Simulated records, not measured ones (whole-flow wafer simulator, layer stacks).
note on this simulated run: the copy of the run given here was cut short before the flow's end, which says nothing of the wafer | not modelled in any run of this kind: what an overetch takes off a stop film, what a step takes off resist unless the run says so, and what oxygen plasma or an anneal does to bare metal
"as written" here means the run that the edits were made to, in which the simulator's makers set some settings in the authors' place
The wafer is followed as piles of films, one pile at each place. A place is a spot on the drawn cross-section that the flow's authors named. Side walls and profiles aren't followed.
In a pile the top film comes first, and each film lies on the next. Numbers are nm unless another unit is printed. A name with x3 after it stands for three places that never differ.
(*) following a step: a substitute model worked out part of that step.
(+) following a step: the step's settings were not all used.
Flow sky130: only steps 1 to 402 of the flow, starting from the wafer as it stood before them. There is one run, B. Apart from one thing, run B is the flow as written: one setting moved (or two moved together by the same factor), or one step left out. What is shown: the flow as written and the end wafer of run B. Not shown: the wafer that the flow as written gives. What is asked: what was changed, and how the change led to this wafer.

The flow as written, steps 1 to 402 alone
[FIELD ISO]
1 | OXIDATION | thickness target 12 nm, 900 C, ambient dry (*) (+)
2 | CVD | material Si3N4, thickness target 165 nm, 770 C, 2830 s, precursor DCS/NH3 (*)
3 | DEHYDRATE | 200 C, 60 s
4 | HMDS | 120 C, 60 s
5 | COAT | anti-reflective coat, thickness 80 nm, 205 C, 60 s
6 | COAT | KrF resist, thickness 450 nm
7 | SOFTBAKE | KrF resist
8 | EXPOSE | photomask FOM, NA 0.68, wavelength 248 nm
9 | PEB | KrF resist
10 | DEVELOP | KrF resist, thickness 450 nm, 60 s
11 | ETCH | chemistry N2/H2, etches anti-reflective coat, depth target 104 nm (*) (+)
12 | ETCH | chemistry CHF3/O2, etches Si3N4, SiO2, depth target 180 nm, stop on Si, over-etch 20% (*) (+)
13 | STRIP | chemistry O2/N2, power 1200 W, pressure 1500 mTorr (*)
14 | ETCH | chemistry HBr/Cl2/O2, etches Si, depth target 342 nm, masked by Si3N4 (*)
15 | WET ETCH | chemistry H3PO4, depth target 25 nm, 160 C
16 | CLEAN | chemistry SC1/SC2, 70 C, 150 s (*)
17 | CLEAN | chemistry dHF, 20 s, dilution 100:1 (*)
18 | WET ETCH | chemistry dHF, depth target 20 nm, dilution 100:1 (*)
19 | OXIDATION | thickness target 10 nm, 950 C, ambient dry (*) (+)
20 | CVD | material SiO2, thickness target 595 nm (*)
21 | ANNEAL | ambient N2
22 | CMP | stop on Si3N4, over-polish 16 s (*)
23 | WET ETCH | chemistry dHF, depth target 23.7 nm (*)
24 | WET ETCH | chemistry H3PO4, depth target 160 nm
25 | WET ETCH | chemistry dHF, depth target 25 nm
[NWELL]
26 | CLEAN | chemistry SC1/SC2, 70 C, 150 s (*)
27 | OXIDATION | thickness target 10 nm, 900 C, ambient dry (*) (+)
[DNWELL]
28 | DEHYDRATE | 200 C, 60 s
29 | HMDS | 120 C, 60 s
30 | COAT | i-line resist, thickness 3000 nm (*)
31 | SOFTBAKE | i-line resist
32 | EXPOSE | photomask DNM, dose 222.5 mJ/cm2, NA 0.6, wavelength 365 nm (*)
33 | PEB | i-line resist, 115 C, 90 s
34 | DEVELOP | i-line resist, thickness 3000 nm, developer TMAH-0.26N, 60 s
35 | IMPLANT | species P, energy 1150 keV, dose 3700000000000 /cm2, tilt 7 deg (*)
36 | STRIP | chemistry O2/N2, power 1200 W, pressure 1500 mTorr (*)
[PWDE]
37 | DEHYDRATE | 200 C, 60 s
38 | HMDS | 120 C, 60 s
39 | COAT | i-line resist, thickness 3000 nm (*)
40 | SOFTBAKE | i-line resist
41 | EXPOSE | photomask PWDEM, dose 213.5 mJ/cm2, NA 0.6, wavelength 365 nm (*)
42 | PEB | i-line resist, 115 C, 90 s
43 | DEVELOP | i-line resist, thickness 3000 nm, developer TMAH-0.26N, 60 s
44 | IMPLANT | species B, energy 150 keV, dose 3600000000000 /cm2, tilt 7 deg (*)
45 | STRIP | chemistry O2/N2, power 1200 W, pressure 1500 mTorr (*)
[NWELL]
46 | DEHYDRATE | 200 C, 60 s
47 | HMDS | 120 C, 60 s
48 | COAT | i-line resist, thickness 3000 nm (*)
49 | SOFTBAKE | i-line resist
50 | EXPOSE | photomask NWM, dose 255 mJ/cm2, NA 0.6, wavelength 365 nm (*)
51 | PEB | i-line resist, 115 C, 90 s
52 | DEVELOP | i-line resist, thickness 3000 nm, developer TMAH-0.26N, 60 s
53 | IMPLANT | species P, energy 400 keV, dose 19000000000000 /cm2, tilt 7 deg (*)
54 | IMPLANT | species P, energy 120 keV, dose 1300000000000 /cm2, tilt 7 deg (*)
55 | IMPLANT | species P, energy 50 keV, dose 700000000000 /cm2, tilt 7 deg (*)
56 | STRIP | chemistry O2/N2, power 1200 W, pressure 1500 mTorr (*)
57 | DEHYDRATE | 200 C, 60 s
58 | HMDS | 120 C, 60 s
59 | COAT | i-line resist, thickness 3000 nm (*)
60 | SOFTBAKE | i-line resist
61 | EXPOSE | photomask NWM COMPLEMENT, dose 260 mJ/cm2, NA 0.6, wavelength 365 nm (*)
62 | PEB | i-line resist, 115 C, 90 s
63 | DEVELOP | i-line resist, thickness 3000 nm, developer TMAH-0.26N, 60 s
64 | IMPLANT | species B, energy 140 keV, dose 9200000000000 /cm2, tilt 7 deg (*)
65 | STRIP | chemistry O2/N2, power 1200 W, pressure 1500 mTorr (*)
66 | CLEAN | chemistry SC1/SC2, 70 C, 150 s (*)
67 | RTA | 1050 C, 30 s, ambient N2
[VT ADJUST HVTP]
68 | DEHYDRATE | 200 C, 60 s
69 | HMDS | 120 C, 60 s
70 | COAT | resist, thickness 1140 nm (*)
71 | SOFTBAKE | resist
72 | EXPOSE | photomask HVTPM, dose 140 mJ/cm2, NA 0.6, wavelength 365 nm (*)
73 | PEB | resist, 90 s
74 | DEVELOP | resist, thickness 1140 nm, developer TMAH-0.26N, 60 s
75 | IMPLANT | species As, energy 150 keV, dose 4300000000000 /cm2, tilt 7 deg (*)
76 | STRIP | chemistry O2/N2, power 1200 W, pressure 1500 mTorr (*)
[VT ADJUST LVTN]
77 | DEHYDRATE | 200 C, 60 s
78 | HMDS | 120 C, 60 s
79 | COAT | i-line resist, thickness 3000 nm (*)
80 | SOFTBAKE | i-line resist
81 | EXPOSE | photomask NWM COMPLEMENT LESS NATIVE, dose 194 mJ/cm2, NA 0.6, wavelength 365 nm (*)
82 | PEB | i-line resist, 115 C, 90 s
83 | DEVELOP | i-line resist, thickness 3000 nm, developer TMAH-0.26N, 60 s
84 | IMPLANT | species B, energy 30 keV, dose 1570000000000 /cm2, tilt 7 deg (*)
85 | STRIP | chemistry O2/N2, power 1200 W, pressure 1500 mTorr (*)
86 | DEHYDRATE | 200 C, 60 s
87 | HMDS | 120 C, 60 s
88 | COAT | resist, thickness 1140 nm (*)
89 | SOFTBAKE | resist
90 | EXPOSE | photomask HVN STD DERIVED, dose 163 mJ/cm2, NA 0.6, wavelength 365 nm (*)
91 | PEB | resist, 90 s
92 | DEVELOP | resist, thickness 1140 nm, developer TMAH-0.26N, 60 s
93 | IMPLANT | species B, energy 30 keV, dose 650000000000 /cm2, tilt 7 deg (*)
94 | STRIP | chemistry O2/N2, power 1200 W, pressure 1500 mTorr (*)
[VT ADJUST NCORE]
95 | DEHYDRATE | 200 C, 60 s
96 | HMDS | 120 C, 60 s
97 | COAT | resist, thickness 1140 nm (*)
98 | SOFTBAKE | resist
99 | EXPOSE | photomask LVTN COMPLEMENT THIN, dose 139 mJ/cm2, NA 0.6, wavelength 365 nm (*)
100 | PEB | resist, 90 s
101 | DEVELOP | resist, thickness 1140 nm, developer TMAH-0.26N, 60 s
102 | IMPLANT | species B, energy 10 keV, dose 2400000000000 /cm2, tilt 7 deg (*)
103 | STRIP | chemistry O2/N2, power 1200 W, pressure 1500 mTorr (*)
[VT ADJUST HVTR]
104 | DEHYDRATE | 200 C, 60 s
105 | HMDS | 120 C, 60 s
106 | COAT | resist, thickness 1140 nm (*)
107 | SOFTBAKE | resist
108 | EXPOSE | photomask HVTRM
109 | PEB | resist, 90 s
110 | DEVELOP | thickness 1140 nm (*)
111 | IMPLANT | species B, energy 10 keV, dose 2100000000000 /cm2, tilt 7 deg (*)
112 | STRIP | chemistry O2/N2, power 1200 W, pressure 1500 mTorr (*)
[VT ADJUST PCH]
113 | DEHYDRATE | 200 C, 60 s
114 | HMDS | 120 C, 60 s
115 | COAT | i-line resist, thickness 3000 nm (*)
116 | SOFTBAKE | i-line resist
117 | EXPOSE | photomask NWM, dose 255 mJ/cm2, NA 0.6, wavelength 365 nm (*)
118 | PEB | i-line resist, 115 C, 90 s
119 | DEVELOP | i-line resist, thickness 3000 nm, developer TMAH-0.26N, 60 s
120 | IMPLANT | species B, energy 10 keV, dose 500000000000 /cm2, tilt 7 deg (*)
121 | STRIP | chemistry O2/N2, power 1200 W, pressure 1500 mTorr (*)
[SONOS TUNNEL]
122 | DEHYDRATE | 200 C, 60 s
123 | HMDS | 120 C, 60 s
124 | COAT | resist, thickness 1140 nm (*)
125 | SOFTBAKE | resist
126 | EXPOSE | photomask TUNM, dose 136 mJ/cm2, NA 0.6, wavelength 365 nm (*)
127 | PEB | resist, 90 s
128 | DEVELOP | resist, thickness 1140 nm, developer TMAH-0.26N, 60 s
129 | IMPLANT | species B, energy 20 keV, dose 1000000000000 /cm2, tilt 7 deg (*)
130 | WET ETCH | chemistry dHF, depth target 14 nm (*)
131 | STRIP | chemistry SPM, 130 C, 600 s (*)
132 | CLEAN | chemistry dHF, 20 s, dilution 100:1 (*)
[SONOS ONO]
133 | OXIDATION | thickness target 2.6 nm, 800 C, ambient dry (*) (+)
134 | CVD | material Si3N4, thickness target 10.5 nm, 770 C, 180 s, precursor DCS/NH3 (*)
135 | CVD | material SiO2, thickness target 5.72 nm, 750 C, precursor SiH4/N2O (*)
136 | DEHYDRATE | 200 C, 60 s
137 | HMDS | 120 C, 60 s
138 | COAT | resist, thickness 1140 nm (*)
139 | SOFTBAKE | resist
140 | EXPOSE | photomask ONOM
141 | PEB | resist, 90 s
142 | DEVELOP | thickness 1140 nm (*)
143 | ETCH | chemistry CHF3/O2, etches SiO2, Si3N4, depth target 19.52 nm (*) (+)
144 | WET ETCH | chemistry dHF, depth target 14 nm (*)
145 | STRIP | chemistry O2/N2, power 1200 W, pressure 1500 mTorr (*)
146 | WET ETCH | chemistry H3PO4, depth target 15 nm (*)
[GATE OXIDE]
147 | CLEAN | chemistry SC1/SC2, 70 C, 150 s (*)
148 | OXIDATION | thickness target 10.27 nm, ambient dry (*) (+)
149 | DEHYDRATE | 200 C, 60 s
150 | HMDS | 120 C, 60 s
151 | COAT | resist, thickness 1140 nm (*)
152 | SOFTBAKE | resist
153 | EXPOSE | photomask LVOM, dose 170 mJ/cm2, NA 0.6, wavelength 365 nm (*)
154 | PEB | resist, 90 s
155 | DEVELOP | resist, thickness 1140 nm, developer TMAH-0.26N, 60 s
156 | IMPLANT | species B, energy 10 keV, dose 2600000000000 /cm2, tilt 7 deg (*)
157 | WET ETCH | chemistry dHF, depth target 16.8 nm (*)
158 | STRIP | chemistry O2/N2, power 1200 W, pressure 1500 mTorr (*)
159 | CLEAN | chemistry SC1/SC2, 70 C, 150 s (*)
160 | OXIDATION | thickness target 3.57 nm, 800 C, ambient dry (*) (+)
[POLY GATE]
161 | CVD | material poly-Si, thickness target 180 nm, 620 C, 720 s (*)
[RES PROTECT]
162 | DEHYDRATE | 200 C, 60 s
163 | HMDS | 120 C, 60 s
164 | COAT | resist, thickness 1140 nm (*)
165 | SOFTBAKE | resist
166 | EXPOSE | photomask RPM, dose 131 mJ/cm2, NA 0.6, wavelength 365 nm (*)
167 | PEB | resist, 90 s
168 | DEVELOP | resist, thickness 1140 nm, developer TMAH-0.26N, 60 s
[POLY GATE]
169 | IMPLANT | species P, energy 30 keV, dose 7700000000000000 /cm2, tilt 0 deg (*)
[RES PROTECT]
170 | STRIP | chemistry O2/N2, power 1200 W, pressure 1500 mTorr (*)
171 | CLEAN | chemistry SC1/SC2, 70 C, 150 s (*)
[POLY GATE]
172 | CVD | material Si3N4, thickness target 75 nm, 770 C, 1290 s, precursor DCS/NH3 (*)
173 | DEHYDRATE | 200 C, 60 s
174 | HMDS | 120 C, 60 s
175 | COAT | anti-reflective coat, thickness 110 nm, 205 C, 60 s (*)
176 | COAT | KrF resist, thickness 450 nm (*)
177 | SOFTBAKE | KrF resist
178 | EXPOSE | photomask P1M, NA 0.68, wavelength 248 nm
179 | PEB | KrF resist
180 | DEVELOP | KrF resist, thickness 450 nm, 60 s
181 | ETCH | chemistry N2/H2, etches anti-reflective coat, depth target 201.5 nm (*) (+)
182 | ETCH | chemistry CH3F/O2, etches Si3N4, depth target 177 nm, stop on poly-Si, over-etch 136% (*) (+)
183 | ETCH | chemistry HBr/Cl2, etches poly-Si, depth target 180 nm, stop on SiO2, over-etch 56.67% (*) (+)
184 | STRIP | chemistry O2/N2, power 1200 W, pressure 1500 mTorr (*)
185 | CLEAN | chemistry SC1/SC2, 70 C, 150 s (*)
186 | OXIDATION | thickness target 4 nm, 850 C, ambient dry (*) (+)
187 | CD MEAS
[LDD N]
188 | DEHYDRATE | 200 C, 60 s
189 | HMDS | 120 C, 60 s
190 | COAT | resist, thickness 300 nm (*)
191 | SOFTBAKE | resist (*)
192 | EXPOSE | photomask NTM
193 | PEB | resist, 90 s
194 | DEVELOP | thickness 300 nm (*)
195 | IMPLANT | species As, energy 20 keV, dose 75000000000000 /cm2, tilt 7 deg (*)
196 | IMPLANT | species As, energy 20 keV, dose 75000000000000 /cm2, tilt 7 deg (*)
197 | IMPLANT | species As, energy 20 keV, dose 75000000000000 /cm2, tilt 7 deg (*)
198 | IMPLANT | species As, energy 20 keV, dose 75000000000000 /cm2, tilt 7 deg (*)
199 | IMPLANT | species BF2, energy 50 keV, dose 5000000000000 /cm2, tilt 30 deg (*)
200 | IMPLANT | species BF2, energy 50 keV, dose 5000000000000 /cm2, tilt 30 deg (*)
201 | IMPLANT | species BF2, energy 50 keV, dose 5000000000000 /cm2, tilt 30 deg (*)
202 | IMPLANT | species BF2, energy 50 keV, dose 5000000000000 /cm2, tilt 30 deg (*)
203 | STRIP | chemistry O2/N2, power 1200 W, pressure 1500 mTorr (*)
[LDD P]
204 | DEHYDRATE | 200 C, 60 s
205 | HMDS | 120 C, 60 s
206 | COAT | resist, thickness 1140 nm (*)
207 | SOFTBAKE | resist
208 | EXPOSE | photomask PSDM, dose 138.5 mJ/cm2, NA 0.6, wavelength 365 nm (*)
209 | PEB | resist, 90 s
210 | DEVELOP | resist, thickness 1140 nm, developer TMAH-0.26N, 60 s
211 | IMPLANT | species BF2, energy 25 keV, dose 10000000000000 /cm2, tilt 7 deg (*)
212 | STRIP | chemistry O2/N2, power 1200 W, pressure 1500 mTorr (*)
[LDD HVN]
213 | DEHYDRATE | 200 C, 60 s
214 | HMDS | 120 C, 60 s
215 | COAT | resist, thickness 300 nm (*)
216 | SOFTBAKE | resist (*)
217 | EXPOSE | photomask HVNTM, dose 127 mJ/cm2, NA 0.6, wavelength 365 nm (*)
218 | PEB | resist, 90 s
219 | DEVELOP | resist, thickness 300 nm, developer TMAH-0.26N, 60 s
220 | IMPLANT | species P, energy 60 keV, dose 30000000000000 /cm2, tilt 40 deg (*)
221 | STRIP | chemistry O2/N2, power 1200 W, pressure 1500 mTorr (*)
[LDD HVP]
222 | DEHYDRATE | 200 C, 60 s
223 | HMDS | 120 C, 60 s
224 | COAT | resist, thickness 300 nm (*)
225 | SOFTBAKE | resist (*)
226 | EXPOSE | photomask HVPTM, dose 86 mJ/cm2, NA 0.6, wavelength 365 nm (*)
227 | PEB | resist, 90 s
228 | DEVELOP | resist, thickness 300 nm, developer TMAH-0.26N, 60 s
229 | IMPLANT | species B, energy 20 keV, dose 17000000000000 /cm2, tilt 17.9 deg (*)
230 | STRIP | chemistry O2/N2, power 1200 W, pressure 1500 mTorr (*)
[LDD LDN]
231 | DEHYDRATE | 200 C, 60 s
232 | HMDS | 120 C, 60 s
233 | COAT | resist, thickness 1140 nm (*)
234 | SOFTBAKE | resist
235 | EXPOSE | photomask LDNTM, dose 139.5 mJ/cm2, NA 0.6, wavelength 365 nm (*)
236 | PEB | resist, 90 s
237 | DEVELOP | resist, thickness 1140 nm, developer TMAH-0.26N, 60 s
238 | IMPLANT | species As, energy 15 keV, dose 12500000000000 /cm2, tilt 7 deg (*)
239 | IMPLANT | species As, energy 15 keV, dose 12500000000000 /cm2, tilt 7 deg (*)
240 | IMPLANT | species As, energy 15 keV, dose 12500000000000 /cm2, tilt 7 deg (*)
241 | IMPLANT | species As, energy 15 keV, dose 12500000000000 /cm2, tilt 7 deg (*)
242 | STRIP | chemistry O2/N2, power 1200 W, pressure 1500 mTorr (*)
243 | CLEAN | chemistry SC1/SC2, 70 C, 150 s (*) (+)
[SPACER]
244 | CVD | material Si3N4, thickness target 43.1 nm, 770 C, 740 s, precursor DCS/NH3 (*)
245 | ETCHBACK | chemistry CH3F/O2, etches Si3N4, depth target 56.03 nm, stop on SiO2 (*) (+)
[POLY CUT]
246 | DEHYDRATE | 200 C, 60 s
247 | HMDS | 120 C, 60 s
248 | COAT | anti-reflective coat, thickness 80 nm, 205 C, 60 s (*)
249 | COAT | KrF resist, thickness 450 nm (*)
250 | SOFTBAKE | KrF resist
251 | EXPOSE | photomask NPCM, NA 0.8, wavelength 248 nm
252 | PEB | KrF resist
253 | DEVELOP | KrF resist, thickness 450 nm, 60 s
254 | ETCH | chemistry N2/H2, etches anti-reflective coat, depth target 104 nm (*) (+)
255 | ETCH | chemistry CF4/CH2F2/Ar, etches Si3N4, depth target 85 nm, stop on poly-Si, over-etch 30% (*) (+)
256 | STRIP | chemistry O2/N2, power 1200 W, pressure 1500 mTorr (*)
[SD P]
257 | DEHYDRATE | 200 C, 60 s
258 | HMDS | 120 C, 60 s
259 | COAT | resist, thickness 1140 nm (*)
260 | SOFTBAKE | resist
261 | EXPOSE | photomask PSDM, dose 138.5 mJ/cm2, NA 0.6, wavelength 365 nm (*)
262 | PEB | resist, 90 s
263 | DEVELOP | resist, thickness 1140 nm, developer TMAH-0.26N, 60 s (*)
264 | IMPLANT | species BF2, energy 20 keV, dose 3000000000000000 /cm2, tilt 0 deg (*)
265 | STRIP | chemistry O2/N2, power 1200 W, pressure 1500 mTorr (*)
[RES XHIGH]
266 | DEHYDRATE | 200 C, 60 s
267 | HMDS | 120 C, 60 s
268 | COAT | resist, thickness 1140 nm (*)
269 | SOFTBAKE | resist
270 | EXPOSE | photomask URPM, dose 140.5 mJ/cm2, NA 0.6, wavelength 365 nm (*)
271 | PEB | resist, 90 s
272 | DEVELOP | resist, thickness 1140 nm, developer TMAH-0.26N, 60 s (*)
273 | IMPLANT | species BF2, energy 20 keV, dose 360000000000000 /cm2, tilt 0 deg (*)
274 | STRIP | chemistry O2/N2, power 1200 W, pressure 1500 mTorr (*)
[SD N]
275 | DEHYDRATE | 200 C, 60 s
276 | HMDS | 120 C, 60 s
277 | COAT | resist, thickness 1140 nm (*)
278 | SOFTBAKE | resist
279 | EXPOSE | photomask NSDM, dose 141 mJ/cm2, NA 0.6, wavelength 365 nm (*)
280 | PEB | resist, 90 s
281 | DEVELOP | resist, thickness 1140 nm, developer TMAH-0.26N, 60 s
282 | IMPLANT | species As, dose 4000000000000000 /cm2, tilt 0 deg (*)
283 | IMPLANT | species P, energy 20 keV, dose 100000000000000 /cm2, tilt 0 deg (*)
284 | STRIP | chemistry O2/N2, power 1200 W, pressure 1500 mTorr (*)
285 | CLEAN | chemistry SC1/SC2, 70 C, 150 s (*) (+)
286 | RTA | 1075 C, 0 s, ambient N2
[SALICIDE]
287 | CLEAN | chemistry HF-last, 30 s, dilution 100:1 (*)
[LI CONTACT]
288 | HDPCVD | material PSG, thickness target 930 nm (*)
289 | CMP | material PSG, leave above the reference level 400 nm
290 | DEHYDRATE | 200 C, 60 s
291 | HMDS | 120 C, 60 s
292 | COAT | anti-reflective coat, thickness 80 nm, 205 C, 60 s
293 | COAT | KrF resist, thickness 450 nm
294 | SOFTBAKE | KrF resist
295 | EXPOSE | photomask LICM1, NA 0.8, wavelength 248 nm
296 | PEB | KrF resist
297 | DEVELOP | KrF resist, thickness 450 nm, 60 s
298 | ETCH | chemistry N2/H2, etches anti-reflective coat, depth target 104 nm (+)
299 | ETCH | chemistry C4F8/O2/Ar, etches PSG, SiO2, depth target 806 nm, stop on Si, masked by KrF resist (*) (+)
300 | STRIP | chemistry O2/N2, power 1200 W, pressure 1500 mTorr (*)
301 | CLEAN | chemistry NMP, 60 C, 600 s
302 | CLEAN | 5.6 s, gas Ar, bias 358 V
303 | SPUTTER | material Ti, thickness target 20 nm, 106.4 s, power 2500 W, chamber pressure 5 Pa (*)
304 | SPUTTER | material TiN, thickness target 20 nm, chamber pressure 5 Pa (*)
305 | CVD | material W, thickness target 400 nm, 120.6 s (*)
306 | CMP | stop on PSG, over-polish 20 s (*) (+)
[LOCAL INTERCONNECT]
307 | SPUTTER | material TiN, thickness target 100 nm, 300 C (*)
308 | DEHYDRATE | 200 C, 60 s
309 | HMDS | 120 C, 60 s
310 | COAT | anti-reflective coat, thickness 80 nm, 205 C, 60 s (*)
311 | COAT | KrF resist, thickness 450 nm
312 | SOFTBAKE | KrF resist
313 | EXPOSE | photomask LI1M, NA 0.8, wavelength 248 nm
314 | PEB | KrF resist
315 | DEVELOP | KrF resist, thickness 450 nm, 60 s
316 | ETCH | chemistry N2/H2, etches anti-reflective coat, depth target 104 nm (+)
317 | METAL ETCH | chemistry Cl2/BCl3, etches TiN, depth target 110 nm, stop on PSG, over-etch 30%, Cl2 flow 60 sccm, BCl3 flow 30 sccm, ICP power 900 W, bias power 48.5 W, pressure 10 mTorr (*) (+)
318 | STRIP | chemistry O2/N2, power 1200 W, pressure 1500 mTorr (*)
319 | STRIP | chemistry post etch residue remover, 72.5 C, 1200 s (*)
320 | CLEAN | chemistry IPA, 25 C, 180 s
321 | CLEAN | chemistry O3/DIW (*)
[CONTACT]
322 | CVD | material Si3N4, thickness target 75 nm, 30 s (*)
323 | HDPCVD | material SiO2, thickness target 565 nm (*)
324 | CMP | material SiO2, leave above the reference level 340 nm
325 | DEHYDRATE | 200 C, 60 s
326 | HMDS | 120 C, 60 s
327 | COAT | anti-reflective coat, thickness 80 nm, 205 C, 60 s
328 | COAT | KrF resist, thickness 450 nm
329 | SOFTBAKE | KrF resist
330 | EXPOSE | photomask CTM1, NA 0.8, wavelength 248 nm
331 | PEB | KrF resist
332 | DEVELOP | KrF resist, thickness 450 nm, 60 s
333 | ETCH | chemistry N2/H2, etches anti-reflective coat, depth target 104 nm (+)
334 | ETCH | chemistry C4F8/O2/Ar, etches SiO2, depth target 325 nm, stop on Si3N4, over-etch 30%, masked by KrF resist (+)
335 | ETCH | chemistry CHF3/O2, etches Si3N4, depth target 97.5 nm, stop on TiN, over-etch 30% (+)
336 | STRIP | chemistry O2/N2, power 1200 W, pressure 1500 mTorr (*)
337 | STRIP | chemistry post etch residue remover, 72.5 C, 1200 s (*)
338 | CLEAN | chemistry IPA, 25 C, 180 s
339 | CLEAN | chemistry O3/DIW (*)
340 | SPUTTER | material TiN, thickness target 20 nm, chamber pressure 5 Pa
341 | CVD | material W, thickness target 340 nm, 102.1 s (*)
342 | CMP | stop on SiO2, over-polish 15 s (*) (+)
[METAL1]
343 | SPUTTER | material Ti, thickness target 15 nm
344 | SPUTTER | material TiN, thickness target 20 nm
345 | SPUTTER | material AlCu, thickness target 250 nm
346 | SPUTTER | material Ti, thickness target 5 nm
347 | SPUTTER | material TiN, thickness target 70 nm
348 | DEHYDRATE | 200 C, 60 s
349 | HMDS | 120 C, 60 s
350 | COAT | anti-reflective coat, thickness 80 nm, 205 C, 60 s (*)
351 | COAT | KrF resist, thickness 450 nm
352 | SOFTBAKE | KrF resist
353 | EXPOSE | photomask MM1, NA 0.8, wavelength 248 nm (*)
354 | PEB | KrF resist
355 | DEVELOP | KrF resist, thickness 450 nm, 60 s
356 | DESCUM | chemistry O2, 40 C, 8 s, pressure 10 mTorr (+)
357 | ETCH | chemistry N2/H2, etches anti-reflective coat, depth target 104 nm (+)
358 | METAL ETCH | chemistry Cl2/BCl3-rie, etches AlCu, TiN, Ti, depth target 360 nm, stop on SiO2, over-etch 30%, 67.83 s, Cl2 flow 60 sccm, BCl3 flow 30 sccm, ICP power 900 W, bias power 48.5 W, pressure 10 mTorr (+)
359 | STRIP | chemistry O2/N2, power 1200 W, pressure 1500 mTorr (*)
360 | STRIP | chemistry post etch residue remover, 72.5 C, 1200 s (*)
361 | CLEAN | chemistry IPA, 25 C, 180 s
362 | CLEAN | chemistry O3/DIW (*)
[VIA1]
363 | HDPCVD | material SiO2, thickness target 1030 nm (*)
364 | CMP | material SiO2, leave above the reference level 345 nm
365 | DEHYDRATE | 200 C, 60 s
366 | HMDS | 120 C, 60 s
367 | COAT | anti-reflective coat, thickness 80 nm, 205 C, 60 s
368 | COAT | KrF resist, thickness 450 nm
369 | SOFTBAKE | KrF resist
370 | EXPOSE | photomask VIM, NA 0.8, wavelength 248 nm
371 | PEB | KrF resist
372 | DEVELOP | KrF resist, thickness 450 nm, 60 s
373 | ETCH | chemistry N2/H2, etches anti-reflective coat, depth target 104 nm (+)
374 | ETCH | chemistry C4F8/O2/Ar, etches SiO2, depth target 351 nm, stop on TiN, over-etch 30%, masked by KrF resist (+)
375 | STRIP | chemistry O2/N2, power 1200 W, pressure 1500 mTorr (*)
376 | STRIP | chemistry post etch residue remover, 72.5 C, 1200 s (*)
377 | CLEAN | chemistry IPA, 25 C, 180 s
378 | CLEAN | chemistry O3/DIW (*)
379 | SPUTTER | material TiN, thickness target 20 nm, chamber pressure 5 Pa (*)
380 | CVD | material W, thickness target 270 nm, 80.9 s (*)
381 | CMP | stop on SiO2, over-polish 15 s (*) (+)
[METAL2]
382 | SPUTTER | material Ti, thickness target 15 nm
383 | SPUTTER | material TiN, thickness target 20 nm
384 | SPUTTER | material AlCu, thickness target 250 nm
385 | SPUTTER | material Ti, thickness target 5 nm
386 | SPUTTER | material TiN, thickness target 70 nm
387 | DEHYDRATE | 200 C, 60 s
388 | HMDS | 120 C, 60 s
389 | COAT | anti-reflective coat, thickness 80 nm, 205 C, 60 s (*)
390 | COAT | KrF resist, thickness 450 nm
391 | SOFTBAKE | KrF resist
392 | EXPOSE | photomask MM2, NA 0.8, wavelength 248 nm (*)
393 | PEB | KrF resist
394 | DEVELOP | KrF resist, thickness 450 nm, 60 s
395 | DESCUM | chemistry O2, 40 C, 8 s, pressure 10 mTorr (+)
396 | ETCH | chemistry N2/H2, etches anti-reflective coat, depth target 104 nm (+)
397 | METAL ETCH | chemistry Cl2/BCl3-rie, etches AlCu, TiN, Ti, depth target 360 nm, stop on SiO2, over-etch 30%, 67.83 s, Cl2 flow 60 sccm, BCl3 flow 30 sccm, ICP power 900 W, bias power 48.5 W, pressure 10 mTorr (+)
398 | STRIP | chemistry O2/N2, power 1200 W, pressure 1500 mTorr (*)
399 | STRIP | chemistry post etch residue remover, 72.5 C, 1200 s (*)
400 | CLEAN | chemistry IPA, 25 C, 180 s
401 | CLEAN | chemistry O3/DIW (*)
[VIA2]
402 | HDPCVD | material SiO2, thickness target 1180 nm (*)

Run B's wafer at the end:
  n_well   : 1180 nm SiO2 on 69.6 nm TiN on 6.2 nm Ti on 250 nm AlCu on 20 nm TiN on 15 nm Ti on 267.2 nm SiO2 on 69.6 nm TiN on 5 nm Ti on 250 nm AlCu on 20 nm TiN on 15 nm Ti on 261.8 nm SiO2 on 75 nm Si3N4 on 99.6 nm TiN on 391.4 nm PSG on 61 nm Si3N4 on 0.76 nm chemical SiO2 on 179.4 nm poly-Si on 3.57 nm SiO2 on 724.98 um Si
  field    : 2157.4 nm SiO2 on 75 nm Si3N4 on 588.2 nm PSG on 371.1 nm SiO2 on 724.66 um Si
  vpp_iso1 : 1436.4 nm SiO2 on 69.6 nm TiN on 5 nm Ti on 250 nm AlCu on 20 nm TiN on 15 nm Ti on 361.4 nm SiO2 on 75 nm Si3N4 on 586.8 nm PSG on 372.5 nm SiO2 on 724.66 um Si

The reason: step 385, SPUTTER: thickness target 6.2 nm was run, though the flow has thickness target 5 nm.
The wafer itself shows it: n_well has Ti 6.2, and step 385 as written asks for 5 nm.

Step by step, how the change led to this:
  385 | SPUTTER | material Ti, thickness target 5 nm
      field, active, n_well and 188 more: Ti gains 6.2 (new film) (in the flow as written it would be: Ti gains 5 (new film))
  397 | METAL ETCH | chemistry Cl2/BCl3-rie, etches AlCu, TiN, Ti, depth target 360 nm, stop on SiO2, over-etch 30%, 67.83 s, Cl2 flow 60 sccm, BCl3 flow 30 sccm, ICP power 900 W, bias power 48.5 W, pressure 10 mTorr (+)
      field, active, gate and 82 more: TiN loses 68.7 (all of it), Ti loses 6.2 (all of it), AlCu loses 250 (all of it), TiN loses 20 (all of it), Ti loses 15 (all of it), SiO2 loses 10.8 (in the flow as written it would be: TiN loses 68.7 (all of it), Ti loses 5 (all of it), AlCu loses 250 (all of it), TiN loses 20 (all of it), Ti loses 15 (all of it), SiO2 loses 10.9)
